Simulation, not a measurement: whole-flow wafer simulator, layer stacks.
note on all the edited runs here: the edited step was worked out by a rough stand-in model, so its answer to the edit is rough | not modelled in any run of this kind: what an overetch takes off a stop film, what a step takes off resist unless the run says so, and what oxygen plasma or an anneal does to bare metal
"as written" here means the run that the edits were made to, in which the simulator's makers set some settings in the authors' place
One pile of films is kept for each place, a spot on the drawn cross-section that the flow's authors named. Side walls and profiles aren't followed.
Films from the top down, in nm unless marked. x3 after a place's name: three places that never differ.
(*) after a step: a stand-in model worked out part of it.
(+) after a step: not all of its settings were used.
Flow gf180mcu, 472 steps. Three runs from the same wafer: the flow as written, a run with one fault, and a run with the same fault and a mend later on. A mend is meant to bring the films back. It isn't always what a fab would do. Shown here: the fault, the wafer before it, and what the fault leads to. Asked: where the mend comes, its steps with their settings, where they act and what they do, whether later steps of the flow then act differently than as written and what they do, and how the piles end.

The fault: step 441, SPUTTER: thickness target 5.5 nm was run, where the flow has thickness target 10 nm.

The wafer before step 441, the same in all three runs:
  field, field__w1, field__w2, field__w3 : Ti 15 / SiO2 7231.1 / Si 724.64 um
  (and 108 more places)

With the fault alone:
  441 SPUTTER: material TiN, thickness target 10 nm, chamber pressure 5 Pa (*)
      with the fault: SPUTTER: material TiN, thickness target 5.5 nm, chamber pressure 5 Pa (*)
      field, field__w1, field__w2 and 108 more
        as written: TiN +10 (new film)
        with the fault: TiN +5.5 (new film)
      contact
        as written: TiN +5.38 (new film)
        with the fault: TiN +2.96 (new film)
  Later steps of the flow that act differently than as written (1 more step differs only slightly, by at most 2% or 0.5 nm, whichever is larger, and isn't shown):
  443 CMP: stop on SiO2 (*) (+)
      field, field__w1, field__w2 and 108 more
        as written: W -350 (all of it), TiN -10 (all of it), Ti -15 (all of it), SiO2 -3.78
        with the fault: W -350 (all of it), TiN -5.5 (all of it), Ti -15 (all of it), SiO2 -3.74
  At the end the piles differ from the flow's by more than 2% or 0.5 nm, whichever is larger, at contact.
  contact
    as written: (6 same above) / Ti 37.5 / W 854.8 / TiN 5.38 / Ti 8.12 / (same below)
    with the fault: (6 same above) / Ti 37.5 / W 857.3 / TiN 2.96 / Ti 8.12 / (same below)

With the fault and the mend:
  The mend comes after step 441.
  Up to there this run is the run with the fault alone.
  441a SPUTTER: material TiN, thickness target 4.5 nm, chamber pressure 5 Pa (*) (the flow's step 441 once more, with other settings)
      field, field__w1, field__w2 and 108 more
        TiN +4.5
      contact
        TiN +2.42
  No later step of the flow acts differently than as written at any place that is followed.
  At the end the piles are the same as the flow's at every place that both follow.
